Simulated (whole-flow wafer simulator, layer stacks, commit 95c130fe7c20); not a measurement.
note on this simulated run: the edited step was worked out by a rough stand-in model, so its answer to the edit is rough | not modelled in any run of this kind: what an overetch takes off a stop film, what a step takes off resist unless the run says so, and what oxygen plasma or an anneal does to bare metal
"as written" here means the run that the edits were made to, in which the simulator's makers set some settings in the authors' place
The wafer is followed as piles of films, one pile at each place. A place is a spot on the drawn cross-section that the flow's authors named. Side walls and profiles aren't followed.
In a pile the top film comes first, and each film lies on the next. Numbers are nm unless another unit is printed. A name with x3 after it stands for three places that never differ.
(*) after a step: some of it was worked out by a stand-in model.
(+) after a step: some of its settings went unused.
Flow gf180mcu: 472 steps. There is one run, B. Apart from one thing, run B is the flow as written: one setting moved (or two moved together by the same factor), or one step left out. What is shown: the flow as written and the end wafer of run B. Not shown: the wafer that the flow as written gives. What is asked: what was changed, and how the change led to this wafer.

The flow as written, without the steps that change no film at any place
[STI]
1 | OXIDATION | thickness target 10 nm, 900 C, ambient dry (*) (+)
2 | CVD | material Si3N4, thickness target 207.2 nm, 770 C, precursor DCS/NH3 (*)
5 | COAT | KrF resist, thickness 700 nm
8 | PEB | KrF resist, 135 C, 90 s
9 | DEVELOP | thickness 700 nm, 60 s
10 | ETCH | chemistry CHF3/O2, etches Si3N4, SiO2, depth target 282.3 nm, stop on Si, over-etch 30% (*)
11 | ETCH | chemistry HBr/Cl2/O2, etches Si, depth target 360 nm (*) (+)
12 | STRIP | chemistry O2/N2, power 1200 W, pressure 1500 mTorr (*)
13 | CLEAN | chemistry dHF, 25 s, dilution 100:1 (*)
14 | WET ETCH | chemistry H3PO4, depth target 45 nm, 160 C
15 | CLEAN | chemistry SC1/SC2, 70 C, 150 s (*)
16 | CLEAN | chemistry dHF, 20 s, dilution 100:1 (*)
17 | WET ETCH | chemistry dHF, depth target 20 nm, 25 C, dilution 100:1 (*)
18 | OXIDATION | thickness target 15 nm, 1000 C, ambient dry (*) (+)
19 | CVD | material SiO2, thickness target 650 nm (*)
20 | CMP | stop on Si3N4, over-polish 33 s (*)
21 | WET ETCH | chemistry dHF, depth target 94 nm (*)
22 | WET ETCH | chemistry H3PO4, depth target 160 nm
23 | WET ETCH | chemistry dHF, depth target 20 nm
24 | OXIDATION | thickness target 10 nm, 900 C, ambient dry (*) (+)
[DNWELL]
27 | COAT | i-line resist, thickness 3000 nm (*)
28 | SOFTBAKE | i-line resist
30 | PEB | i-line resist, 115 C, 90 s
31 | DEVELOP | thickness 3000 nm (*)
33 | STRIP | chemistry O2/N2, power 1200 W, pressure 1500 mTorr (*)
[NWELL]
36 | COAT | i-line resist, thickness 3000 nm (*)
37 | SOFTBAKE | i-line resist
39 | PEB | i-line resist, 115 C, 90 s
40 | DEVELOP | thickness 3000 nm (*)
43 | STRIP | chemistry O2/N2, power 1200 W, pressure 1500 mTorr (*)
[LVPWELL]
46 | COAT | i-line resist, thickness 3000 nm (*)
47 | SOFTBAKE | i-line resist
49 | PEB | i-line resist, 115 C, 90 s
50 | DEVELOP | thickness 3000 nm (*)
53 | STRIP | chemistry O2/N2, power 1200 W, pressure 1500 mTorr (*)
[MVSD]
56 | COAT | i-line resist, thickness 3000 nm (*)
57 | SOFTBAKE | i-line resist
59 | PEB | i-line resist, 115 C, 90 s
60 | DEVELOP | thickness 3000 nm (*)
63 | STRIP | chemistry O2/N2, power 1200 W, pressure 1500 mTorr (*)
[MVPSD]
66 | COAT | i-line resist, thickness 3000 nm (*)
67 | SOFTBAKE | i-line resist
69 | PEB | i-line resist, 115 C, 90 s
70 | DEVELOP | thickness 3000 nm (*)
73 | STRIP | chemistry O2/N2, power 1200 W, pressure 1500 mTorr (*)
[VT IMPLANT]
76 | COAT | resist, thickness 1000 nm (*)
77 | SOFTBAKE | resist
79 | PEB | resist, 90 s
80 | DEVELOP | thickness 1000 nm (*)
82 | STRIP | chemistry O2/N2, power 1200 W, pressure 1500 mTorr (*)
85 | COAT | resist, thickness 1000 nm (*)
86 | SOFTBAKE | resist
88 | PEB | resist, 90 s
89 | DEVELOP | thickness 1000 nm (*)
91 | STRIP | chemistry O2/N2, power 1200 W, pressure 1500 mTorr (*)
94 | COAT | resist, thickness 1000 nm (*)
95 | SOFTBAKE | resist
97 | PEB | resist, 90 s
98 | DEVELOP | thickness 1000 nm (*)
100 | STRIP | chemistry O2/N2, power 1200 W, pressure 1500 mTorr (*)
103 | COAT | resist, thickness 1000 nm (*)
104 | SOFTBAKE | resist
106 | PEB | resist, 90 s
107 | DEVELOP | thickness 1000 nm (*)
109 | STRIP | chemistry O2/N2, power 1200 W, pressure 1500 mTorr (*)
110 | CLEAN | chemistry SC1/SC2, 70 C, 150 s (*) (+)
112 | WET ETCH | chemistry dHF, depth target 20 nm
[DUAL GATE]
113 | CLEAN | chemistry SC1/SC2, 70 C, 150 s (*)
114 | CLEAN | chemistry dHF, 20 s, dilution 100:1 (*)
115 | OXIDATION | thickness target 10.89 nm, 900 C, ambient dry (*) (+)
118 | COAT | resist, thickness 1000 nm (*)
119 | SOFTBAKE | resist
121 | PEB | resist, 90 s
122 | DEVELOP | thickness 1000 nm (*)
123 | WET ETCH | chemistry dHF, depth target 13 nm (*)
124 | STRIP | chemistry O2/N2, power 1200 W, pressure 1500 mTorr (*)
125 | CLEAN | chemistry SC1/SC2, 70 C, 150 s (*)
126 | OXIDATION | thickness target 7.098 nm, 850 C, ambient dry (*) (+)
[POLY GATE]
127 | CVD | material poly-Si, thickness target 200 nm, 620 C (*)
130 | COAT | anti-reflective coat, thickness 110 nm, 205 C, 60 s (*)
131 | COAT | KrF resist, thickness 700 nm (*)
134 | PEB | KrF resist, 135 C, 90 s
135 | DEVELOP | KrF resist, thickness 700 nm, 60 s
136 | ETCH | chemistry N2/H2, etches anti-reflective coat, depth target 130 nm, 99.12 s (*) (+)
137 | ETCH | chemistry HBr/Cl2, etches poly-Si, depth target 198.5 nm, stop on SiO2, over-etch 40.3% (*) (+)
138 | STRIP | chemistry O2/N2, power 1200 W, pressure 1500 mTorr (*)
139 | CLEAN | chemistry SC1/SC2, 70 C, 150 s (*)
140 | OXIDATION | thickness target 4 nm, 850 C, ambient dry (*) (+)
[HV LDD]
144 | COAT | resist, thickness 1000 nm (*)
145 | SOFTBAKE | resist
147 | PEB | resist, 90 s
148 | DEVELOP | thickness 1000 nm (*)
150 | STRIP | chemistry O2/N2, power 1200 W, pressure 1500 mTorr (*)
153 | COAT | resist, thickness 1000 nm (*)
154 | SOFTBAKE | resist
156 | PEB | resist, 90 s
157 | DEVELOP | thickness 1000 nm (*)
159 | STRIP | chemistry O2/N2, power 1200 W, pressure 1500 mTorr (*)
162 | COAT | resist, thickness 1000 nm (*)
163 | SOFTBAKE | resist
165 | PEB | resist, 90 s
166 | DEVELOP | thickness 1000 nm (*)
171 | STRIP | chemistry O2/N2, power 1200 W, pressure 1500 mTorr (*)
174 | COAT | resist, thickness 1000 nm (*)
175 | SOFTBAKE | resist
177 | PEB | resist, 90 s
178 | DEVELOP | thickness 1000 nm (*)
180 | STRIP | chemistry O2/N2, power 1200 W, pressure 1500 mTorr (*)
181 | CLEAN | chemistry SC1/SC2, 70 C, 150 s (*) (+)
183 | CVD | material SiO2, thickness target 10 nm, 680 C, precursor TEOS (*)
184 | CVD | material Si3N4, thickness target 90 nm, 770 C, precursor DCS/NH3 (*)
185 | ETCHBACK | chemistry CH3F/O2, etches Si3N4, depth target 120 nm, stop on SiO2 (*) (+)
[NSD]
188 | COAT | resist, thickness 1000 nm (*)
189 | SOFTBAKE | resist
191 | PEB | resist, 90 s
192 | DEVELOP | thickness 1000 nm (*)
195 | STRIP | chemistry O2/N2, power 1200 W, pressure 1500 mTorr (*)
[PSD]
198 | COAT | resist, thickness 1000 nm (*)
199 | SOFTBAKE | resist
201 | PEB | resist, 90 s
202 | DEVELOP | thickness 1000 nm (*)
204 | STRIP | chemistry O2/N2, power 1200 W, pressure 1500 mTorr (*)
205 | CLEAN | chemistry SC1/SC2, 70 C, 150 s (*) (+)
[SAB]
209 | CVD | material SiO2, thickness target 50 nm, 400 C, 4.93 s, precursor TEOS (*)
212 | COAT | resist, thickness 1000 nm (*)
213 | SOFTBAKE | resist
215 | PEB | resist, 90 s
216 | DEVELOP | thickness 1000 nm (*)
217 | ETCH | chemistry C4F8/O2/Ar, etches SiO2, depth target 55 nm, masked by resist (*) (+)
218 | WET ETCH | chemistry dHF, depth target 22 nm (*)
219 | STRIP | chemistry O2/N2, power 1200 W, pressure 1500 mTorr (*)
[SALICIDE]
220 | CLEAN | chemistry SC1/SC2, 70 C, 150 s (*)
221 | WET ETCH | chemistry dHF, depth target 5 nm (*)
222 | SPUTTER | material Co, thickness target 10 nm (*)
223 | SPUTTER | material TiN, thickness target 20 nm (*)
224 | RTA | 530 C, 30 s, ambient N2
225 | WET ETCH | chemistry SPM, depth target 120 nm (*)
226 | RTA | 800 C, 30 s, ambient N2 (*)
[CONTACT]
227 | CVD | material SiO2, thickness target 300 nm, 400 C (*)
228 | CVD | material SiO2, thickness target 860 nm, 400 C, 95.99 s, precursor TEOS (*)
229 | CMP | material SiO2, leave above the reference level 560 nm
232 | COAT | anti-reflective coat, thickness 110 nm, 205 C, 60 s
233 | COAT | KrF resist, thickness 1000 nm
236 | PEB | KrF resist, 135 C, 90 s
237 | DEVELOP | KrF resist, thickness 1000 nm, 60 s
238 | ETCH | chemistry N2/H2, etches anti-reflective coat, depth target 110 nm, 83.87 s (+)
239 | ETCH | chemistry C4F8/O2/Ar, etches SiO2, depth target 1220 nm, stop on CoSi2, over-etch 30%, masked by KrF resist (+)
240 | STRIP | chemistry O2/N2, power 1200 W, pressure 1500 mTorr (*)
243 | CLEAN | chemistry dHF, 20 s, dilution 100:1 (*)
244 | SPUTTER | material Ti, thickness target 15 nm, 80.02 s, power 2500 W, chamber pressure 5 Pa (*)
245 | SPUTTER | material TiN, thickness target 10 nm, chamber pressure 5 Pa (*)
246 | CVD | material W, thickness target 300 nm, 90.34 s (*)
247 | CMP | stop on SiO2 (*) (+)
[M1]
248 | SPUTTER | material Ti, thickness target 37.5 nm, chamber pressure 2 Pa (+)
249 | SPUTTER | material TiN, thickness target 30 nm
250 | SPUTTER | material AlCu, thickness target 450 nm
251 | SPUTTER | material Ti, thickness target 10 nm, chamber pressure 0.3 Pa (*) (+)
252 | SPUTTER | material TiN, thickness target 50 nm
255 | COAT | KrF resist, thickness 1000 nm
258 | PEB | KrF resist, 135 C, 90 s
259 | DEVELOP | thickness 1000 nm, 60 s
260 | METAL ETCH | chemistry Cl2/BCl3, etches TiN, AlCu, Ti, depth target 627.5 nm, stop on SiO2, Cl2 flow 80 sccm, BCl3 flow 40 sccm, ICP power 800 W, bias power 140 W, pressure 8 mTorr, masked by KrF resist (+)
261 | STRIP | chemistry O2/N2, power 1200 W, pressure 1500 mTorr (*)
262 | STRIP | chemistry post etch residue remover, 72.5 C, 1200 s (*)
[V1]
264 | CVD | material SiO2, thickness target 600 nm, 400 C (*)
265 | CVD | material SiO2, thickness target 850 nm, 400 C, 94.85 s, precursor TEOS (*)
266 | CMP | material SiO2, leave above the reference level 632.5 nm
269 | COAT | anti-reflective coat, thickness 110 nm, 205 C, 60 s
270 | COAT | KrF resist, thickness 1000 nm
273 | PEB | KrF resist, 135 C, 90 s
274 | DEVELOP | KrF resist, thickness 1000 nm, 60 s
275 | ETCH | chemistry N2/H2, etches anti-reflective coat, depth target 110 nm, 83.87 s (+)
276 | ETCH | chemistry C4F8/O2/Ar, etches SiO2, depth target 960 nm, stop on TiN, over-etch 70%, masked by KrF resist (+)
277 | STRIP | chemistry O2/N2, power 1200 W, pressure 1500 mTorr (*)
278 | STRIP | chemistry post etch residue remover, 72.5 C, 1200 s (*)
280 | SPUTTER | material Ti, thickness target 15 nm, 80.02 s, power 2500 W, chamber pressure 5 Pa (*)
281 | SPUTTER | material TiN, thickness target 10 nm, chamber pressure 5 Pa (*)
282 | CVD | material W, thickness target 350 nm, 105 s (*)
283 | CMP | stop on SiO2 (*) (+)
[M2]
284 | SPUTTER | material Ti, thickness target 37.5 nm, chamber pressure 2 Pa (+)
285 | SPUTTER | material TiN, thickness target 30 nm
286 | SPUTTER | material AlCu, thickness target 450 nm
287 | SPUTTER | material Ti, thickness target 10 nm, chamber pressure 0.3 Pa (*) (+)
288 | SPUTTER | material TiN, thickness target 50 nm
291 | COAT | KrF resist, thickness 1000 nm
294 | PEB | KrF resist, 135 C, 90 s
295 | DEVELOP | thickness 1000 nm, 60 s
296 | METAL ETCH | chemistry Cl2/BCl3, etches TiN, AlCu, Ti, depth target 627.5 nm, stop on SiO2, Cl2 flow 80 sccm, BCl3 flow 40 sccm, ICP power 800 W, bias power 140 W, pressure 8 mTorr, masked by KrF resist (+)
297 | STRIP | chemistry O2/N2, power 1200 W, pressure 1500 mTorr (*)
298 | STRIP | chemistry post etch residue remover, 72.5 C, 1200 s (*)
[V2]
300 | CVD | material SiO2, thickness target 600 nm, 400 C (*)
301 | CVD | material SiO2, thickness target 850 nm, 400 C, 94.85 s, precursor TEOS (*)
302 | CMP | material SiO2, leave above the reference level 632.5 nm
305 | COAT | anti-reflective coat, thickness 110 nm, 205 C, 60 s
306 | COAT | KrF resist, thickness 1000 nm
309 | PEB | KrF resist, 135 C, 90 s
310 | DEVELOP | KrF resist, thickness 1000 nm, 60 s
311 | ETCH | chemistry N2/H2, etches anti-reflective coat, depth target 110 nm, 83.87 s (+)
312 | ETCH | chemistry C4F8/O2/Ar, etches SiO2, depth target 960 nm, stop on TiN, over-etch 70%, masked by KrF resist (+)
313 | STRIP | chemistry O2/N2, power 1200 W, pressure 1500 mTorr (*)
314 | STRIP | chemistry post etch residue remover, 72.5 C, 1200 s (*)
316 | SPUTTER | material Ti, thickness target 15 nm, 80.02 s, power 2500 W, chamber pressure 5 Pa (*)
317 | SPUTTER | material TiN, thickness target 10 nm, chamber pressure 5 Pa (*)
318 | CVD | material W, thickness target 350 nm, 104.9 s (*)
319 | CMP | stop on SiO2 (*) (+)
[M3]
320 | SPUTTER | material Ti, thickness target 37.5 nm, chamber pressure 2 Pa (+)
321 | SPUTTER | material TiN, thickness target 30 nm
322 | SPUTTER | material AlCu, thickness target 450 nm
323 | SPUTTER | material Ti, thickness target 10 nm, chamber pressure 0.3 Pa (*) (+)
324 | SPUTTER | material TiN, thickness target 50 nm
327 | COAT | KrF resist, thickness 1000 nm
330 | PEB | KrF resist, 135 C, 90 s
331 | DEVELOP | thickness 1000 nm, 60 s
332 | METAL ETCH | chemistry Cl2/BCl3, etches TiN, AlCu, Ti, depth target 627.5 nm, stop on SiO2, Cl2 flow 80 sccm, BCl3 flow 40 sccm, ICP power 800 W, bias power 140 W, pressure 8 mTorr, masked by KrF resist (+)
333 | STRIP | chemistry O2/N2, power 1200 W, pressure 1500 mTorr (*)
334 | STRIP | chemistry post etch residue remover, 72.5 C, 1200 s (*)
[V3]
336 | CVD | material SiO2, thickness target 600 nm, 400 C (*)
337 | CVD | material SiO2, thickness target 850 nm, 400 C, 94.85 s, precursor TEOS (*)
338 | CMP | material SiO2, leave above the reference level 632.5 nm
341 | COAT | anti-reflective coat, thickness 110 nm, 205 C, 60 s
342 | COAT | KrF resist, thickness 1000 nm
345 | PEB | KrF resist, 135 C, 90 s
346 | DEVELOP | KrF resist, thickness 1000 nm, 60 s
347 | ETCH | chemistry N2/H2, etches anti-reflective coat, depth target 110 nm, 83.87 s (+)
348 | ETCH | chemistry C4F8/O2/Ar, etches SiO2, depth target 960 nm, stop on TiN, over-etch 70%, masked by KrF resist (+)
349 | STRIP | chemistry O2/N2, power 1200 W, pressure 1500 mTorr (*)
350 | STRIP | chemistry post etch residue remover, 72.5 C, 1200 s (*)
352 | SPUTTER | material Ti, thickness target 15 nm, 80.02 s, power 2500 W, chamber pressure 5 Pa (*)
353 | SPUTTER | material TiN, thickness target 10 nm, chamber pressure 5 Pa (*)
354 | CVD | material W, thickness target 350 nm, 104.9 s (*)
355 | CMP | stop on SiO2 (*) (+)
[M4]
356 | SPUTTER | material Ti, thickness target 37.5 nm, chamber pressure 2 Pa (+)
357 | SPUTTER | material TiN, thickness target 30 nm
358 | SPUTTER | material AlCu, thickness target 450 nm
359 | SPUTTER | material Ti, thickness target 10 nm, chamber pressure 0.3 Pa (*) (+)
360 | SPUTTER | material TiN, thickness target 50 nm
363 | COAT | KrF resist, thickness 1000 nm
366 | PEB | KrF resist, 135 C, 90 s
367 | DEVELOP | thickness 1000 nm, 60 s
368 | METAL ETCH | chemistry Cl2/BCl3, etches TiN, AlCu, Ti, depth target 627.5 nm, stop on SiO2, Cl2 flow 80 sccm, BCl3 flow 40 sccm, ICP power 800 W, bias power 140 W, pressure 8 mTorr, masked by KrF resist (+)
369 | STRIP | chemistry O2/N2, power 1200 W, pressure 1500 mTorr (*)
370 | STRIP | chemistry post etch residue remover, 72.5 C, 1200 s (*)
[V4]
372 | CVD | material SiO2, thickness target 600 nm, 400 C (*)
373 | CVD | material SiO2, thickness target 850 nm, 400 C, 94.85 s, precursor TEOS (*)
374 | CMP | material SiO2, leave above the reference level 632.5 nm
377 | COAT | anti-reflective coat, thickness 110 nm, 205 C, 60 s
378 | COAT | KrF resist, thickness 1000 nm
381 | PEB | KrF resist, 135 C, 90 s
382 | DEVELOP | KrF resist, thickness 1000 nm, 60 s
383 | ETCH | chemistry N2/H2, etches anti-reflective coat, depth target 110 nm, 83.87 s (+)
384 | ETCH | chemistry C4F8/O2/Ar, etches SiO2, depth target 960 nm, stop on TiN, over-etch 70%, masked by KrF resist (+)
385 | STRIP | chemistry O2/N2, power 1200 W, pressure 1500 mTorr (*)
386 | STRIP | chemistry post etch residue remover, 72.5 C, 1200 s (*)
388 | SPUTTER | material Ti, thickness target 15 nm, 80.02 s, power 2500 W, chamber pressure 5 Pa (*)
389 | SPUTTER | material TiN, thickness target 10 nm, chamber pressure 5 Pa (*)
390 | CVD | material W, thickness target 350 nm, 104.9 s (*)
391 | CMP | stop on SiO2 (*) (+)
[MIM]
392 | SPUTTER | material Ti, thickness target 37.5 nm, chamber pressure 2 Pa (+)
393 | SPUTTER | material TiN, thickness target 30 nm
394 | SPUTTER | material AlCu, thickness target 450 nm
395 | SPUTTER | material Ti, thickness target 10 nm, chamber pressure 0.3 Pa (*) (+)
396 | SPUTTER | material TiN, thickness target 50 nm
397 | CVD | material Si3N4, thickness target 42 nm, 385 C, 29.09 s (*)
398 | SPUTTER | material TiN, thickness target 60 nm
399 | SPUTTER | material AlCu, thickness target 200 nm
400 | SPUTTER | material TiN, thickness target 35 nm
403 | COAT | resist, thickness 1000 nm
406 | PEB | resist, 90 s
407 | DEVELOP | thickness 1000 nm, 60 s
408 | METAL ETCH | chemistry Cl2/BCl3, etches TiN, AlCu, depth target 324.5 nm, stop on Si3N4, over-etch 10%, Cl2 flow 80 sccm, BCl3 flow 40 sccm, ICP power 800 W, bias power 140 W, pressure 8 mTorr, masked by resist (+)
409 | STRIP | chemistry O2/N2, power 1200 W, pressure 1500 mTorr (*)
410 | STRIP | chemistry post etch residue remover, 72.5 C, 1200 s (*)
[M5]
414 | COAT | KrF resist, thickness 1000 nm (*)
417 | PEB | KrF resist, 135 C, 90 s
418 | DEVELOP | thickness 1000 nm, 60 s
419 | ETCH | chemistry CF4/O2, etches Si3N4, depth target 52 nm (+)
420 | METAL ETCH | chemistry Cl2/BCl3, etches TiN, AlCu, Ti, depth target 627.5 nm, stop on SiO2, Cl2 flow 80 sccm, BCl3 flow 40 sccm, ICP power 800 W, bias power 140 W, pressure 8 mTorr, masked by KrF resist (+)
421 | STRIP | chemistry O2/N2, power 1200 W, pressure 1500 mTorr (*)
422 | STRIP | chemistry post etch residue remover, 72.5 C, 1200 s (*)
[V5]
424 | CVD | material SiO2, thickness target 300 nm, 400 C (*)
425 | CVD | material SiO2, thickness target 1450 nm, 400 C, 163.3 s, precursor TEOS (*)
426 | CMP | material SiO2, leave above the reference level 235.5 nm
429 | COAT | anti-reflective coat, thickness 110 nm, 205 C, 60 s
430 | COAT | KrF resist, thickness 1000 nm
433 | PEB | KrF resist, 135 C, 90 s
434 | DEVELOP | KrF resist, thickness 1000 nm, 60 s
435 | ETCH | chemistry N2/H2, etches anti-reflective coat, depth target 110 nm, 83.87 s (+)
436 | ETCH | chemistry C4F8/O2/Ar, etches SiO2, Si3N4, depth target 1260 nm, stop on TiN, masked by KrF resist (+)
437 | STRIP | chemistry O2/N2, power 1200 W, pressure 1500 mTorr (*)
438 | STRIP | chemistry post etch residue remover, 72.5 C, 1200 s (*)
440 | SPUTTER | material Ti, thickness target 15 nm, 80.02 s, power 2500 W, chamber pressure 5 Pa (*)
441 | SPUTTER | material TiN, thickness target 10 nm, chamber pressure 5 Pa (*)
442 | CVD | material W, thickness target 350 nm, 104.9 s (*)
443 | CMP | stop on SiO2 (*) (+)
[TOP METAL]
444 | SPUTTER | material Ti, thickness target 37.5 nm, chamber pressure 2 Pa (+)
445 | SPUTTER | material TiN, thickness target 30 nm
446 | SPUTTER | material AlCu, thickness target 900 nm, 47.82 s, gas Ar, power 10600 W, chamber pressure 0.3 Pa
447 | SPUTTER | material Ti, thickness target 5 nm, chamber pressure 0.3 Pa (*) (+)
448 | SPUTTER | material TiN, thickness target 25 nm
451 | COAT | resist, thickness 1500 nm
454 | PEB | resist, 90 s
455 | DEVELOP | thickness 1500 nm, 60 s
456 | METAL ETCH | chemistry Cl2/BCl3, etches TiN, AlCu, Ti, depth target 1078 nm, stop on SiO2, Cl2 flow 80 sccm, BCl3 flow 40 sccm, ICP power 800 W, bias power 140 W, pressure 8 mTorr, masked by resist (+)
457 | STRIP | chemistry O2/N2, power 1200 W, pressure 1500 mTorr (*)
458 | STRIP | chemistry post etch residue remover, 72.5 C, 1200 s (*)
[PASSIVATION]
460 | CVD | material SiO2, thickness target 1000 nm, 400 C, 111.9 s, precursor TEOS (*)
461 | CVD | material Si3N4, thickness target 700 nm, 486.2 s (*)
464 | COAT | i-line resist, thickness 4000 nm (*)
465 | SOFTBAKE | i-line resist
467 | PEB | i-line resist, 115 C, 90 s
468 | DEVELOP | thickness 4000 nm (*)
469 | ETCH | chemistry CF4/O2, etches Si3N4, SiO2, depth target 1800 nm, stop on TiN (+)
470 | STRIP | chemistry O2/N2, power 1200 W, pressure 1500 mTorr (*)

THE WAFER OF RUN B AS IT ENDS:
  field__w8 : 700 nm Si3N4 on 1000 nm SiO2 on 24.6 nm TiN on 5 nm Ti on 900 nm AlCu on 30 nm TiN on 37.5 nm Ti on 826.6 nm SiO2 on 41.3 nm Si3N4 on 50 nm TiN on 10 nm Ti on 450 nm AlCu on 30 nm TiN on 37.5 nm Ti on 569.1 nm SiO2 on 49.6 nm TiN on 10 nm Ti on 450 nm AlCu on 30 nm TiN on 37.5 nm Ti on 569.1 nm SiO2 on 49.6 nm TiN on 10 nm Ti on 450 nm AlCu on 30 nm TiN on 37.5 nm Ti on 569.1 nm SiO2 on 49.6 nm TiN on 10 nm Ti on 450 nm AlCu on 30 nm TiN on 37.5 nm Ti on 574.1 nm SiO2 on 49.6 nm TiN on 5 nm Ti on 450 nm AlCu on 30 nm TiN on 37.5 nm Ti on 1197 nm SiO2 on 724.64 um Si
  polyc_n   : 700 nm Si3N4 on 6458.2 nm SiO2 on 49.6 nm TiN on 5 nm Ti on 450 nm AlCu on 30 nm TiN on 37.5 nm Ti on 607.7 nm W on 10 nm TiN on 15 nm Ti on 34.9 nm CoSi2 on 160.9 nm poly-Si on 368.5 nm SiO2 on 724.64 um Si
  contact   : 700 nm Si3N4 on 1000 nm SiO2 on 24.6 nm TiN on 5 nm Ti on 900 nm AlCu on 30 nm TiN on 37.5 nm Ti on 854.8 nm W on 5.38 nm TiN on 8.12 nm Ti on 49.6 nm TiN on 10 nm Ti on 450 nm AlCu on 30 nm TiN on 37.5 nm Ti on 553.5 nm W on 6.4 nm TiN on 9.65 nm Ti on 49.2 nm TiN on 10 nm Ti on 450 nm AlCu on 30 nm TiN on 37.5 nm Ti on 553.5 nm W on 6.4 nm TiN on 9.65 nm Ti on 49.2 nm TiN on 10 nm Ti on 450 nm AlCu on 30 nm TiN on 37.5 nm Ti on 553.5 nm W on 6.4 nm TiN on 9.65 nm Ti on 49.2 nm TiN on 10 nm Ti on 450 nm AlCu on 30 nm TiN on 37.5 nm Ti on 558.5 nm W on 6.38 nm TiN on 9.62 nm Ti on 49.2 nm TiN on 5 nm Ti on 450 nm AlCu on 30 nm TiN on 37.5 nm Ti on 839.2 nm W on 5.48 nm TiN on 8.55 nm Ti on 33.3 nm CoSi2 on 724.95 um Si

Cause: step 251, SPUTTER: thickness target 5 nm was run, whereas the flow has thickness target 10 nm.
The wafer lets one read it off: field__w8 has Ti 5, and step 251 as written asks for 10 nm.

The path from the change to this, step by step:
  251 | SPUTTER | material Ti, thickness target 10 nm, chamber pressure 0.3 Pa (*) (+)
      field, field__w1, field__w2 and 108 more: Ti gains 5 (new film) (in the flow as written it would be: Ti gains 10 (new film))
  260 | METAL ETCH | chemistry Cl2/BCl3, etches TiN, AlCu, Ti, depth target 627.5 nm, stop on SiO2, Cl2 flow 80 sccm, BCl3 flow 40 sccm, ICP power 800 W, bias power 140 W, pressure 8 mTorr, masked by KrF resist (+)
      field, field__w1, field__w2 and 99 more: TiN loses 50 (all of it), Ti loses 5 (all of it), AlCu loses 450 (all of it), TiN loses 30 (all of it), Ti loses 37.5 (all of it) (in the flow as written it would be: TiN loses 50 (all of it), Ti loses 10 (all of it), AlCu loses 450 (all of it), TiN loses 30 (all of it), Ti loses 37.5 (all of it))
